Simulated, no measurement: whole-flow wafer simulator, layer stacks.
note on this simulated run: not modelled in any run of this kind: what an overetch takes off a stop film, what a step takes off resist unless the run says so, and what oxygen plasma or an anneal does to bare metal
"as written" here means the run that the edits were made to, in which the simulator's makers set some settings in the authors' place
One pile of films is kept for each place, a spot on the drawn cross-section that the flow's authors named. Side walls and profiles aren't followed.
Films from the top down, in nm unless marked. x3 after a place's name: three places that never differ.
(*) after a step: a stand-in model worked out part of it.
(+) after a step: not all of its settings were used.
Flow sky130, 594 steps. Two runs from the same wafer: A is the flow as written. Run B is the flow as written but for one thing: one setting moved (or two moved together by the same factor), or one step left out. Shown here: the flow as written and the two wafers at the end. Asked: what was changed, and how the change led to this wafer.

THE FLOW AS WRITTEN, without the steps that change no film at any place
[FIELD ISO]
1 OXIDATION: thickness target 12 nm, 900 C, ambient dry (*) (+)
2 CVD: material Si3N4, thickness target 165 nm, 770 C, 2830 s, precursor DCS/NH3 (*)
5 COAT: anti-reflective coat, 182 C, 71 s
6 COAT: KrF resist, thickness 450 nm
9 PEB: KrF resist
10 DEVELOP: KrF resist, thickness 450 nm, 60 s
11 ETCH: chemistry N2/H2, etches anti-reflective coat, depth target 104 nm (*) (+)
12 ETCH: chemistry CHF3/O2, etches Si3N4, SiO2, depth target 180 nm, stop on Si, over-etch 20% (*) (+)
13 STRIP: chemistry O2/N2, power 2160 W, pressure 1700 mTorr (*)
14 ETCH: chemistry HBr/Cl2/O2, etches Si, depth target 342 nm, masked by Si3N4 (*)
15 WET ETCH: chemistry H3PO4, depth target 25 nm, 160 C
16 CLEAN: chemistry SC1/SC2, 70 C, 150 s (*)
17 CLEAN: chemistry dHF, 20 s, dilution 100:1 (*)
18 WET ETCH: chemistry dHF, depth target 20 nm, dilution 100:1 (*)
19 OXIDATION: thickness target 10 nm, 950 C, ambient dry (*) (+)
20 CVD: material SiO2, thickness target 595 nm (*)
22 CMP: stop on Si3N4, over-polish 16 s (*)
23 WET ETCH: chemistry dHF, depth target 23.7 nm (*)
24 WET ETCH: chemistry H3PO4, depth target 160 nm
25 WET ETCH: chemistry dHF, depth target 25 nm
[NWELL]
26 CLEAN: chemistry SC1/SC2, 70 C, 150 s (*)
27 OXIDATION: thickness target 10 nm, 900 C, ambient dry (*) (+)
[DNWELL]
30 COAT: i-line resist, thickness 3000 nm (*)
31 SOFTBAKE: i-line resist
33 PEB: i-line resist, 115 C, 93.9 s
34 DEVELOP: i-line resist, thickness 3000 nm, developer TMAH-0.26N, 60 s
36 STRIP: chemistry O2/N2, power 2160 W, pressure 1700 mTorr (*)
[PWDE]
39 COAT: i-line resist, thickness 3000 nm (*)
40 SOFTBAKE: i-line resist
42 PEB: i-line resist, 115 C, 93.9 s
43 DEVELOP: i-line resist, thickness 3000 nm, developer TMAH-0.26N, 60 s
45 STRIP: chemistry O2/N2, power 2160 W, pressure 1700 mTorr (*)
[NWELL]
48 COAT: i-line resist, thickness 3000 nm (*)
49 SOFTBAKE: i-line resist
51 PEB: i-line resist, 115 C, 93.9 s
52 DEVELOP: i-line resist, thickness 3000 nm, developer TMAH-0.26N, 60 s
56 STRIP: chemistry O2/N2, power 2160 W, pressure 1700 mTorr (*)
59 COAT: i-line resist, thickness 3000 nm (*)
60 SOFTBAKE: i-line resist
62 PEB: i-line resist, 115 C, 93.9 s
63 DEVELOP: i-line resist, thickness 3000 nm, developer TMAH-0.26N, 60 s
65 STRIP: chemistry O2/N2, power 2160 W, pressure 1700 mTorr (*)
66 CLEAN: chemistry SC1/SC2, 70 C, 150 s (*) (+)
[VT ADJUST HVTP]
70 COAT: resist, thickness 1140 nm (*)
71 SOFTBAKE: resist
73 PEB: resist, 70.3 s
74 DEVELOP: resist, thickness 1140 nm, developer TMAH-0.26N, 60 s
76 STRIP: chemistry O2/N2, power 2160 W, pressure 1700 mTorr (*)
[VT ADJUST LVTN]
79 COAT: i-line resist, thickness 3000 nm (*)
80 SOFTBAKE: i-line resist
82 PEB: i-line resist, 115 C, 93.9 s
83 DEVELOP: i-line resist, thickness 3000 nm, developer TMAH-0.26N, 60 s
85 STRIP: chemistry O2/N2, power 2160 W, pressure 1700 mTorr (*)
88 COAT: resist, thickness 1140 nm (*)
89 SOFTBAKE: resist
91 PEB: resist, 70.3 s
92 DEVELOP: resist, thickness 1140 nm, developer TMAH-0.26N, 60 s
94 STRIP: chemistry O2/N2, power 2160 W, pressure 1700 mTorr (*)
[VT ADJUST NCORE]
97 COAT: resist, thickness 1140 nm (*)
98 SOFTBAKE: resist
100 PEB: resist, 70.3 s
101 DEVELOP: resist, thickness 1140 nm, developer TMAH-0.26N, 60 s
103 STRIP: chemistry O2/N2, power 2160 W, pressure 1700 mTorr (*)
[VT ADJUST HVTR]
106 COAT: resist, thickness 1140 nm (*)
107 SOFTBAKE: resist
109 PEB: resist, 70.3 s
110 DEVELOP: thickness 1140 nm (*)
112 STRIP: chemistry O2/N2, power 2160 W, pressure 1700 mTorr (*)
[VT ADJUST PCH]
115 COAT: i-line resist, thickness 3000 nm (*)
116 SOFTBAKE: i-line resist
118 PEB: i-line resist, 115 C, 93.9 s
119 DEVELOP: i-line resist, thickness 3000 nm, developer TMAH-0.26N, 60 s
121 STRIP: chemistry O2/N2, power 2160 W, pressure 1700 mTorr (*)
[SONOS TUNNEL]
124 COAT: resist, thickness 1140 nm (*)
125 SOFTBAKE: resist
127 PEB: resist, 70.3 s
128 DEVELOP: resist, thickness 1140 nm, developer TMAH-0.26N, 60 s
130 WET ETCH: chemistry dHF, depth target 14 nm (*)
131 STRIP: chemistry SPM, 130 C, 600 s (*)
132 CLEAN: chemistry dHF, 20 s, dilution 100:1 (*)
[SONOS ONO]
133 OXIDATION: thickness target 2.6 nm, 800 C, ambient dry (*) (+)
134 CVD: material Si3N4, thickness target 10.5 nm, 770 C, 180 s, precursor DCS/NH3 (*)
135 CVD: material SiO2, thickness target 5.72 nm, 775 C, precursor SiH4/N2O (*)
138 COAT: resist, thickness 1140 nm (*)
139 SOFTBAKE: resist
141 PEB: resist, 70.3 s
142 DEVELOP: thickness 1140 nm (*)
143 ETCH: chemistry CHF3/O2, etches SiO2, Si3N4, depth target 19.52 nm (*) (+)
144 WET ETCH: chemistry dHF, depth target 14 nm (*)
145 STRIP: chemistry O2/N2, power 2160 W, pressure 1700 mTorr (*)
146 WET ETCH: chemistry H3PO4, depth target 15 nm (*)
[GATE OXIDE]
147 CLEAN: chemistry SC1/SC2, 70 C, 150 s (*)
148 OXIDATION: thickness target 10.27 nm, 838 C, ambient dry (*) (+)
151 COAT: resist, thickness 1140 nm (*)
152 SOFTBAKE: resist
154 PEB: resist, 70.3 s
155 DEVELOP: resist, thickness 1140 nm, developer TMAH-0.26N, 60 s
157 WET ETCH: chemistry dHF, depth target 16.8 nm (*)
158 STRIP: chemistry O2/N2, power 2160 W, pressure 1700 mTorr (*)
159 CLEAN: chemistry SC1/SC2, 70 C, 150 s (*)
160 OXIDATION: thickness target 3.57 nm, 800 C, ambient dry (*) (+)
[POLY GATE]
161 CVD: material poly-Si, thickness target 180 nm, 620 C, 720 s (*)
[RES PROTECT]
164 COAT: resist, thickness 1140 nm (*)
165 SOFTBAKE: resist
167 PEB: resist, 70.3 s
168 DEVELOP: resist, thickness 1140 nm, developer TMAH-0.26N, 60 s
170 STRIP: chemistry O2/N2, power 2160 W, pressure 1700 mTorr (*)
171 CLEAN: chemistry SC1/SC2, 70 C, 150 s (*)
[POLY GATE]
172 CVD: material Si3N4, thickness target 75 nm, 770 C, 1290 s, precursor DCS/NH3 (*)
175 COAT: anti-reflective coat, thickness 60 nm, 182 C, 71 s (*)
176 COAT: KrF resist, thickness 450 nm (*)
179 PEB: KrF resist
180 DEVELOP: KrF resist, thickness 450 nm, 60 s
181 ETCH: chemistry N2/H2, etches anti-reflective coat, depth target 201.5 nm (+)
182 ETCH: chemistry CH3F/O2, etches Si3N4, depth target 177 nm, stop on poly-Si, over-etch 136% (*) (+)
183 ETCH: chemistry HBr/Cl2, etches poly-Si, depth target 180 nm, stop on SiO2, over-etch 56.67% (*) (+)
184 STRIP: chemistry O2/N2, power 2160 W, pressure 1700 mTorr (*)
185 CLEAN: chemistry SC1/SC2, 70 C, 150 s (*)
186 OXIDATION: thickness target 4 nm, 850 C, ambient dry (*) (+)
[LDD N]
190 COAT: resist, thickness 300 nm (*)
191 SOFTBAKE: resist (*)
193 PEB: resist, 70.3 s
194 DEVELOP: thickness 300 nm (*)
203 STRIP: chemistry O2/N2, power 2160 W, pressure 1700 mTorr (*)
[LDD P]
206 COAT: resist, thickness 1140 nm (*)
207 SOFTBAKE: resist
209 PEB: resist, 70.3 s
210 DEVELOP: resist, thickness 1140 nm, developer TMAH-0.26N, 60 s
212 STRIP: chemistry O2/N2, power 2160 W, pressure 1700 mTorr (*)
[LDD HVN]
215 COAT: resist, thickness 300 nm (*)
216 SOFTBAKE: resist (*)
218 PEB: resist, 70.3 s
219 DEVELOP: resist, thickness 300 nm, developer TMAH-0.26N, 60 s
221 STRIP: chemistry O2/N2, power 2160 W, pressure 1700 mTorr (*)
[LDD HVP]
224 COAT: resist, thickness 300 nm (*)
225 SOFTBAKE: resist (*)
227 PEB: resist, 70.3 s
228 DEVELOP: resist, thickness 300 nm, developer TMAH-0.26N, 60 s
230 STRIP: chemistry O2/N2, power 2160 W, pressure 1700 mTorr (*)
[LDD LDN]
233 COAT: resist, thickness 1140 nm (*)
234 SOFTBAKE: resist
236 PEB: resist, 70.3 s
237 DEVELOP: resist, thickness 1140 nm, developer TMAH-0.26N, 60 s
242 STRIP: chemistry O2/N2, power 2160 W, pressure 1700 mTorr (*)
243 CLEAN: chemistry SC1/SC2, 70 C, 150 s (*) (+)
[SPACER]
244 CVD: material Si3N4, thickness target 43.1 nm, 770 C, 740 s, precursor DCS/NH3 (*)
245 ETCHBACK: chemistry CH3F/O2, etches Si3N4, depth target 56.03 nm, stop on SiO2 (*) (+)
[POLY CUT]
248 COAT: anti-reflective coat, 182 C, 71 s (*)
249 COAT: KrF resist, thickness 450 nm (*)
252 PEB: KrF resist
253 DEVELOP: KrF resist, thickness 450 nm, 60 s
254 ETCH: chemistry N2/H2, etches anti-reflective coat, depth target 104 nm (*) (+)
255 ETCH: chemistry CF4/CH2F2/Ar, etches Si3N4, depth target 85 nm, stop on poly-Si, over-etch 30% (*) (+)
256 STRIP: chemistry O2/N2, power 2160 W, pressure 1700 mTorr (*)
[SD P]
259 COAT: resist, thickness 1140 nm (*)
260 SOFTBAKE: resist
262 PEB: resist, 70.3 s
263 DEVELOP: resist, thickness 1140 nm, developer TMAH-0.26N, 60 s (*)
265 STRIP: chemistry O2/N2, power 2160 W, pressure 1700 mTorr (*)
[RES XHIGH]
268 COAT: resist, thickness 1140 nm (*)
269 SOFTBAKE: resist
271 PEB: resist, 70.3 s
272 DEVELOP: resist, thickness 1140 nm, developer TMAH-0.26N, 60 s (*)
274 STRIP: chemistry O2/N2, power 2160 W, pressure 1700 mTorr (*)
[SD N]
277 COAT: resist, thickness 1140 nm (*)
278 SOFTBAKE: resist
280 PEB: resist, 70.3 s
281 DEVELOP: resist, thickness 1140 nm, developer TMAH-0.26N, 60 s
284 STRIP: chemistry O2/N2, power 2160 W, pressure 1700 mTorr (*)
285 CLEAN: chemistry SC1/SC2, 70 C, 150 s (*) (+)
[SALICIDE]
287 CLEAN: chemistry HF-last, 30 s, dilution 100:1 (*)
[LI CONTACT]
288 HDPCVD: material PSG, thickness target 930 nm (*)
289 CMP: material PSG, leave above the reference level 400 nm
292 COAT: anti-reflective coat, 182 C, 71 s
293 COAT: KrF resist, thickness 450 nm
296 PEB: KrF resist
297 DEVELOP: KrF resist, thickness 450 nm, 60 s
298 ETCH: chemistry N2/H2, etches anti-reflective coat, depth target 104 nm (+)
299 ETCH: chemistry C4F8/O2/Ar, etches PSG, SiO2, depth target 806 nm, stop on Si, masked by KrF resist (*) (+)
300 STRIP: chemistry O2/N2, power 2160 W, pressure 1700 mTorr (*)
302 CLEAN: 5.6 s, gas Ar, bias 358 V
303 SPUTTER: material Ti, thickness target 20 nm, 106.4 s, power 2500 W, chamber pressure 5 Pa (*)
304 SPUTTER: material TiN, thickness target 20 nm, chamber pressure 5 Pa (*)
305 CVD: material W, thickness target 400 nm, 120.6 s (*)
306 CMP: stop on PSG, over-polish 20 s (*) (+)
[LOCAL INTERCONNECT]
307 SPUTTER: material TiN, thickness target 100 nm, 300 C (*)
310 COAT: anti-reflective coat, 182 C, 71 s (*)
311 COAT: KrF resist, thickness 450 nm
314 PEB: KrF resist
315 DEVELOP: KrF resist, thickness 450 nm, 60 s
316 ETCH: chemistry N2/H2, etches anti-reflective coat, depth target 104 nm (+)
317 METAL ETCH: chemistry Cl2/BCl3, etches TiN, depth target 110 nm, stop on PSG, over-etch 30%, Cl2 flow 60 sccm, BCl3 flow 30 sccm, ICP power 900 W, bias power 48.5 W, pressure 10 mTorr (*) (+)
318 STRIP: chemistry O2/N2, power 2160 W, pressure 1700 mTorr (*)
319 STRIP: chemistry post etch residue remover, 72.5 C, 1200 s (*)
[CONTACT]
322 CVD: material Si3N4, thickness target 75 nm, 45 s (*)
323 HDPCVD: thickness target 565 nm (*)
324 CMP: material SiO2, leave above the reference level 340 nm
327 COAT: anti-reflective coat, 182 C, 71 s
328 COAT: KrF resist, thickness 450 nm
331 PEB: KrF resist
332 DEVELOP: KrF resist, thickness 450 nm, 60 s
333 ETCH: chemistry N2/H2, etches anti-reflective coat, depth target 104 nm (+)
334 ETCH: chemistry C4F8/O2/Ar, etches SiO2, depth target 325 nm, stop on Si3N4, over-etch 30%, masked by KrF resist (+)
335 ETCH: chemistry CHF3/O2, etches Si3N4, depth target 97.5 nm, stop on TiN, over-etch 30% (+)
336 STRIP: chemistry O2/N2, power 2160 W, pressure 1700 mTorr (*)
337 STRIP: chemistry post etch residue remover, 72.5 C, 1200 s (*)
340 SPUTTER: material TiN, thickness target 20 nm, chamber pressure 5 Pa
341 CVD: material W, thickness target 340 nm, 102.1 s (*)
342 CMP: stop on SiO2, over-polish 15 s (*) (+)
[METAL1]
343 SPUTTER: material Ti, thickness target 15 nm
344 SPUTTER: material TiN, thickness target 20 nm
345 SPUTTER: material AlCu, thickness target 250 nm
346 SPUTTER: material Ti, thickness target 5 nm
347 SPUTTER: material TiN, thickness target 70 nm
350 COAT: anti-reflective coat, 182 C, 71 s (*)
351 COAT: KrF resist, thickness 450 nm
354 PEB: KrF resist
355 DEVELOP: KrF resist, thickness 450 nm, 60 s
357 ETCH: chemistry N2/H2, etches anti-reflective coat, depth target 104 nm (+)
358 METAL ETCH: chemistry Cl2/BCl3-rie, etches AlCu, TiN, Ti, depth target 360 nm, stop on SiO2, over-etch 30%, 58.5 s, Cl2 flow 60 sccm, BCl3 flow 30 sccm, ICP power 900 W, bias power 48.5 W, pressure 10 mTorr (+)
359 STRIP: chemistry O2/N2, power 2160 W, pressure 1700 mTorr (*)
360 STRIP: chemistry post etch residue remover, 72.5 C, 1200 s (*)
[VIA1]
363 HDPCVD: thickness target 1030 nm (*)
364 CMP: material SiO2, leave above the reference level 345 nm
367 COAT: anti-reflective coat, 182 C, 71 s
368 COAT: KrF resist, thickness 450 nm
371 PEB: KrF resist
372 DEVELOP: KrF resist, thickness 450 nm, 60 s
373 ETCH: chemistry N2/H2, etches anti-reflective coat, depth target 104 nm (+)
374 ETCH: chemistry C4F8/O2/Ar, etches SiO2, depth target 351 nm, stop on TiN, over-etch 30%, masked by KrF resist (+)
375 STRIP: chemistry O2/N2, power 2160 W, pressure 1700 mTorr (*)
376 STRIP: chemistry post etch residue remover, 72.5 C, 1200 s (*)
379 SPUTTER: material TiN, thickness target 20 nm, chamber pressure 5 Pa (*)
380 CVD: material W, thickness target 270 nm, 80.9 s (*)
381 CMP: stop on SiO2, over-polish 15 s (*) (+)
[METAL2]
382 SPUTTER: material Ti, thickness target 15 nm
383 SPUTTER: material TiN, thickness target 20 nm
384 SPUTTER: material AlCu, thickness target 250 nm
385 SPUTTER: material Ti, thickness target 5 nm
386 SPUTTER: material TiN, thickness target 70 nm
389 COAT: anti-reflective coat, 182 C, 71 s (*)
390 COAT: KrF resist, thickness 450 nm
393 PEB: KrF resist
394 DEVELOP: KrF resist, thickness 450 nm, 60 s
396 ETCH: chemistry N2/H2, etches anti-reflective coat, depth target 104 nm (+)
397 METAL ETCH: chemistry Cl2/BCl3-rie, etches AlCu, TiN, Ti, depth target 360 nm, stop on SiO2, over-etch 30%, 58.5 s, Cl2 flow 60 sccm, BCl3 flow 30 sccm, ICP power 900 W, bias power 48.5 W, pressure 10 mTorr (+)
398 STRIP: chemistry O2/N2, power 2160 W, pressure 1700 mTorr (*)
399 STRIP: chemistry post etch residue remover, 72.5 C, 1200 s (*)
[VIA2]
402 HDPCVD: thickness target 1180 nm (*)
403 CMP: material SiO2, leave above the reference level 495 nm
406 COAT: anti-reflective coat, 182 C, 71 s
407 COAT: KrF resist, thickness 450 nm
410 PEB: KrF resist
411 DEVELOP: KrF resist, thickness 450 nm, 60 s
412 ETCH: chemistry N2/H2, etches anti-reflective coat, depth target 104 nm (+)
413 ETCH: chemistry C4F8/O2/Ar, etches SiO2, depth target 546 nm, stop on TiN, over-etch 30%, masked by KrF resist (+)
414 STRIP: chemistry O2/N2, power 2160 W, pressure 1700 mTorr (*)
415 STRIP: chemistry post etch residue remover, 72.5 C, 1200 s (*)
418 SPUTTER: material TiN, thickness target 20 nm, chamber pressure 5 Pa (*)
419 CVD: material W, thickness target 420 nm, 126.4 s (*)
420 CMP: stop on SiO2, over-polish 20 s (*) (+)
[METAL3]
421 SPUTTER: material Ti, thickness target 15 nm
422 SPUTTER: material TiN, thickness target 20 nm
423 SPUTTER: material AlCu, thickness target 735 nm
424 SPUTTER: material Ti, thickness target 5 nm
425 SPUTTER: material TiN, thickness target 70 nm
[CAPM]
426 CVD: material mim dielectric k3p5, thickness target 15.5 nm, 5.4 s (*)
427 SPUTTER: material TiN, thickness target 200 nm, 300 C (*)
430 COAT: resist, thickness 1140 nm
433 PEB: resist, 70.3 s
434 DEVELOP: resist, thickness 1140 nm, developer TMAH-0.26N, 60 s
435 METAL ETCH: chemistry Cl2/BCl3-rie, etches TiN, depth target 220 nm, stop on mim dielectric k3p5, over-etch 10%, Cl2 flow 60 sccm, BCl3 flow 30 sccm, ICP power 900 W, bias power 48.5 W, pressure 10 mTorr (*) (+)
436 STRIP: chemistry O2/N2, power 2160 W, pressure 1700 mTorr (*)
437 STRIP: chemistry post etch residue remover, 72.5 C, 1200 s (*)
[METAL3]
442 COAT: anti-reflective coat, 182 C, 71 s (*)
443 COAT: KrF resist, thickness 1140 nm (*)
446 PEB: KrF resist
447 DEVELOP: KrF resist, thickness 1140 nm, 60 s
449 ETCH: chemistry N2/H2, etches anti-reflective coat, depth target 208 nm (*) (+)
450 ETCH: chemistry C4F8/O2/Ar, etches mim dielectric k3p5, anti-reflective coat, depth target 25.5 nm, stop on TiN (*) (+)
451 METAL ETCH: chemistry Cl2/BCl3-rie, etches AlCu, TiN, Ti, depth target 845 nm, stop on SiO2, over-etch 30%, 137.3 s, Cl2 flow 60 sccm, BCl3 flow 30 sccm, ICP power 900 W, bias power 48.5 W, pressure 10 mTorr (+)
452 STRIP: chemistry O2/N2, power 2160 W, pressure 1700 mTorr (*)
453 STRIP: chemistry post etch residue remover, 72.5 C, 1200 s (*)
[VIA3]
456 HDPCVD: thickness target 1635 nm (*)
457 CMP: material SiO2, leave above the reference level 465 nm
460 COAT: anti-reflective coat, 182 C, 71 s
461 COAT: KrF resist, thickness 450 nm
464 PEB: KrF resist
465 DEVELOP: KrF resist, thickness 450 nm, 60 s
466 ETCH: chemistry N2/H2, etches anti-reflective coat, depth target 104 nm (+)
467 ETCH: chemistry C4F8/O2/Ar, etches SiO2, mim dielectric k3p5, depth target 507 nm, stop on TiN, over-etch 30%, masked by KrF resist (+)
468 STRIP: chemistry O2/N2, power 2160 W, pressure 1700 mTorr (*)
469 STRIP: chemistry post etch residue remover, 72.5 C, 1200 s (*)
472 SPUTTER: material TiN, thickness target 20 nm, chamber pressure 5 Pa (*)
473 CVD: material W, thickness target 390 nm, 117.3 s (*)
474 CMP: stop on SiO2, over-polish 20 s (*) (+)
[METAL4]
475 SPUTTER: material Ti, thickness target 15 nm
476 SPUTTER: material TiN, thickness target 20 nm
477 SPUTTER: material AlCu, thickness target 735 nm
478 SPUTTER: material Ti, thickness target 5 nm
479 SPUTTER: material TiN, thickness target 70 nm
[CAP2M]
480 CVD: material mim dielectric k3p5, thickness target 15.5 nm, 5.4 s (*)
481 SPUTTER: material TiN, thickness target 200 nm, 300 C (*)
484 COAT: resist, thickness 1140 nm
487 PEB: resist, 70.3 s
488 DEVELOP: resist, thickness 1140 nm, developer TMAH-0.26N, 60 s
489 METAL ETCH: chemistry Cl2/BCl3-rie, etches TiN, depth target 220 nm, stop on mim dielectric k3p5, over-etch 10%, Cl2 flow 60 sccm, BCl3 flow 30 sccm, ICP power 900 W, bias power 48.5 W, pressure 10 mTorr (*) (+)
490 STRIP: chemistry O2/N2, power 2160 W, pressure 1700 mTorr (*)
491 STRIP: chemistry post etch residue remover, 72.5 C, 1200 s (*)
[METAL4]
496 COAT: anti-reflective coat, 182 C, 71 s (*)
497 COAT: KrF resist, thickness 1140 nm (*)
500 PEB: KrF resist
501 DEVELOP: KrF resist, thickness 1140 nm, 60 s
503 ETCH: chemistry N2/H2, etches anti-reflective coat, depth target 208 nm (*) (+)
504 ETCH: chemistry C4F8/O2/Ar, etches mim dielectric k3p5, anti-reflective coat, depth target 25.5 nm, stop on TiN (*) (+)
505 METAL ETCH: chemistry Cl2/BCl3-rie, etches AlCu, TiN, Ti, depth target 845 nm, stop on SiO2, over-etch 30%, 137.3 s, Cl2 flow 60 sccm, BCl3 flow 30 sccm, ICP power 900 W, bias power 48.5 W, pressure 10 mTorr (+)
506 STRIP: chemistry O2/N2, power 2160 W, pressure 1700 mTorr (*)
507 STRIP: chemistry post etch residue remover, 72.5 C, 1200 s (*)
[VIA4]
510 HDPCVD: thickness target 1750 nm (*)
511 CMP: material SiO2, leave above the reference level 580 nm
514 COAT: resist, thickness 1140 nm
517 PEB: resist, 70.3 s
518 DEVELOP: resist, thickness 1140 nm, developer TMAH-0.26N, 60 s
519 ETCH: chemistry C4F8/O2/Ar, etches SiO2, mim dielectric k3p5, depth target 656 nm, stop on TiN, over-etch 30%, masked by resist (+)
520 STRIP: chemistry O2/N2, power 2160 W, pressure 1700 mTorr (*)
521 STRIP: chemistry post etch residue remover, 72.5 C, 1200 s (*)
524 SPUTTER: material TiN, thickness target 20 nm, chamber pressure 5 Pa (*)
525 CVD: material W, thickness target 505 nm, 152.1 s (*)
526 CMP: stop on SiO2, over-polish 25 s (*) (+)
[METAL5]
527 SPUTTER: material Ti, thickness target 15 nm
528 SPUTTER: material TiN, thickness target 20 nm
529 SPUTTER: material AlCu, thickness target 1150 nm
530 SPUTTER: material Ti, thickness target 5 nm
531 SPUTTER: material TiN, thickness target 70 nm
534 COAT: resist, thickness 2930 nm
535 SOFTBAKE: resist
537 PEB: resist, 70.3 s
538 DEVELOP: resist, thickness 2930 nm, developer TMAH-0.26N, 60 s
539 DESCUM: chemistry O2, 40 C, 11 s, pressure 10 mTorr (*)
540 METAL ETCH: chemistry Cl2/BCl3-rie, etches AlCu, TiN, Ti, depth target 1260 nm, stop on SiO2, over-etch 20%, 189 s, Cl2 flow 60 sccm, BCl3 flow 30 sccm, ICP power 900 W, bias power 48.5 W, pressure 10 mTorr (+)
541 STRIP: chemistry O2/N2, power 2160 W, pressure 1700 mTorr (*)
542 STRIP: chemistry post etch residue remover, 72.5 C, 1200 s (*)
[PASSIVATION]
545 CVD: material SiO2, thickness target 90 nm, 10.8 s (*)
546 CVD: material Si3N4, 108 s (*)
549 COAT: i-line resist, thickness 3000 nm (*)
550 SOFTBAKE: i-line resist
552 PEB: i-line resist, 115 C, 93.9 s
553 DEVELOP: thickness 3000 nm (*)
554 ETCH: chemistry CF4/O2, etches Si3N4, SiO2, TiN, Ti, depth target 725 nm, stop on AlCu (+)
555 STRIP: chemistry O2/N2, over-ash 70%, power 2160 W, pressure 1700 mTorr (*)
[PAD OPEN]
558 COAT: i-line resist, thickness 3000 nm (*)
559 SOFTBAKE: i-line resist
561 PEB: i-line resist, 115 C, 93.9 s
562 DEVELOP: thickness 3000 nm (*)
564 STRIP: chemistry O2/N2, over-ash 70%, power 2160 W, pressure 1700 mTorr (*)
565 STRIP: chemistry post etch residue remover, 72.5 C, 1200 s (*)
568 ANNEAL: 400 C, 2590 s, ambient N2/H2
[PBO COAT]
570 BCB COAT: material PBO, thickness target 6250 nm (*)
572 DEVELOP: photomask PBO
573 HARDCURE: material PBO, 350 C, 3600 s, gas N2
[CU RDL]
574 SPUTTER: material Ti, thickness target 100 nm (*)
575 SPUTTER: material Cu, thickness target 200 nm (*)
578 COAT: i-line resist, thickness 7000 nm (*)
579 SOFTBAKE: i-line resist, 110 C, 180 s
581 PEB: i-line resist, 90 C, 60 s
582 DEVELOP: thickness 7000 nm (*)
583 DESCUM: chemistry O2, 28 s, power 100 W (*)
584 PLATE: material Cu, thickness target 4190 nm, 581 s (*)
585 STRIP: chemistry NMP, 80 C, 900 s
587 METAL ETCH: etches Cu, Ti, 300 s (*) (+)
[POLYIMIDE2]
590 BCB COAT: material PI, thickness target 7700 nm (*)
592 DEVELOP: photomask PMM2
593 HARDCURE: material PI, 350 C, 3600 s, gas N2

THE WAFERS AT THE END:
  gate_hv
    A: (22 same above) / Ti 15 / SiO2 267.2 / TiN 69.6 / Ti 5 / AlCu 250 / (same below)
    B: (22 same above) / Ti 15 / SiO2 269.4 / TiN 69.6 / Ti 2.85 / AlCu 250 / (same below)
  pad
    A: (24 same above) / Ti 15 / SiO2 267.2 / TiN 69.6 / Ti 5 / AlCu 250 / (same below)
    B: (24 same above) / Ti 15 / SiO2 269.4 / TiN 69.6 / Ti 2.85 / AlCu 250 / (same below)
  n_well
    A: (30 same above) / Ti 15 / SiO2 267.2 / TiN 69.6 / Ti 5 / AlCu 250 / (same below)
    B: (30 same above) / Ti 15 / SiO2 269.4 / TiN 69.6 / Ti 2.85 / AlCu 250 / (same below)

The cause: step 346, SPUTTER: thickness target 2.85 nm was run, where the flow has thickness target 5 nm.
It can be read off the wafer: gate_hv has Ti 2.85, and step 346 as written asks for 5 nm.

How the change led to this, step by step:
  346 SPUTTER: material Ti, thickness target 5 nm
      field, active, n_well and 188 more: A Ti +5 (new film) | B Ti +2.85 (new film)
  358 METAL ETCH: chemistry Cl2/BCl3-rie, etches AlCu, TiN, Ti, depth target 360 nm, stop on SiO2, over-etch 30%, 58.5 s, Cl2 flow 60 sccm, BCl3 flow 30 sccm, ICP power 900 W, bias power 48.5 W, pressure 10 mTorr (+)
      field, active, gate and 81 more: A TiN -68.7 (all of it), Ti -5 (all of it), AlCu -250 (all of it), TiN -20 (all of it), Ti -15 (all of it), SiO2 -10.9 | B TiN -68.7 (all of it), Ti -2.85 (all of it), AlCu -250 (all of it), TiN -20 (all of it), Ti -15 (all of it), SiO2 -11.1
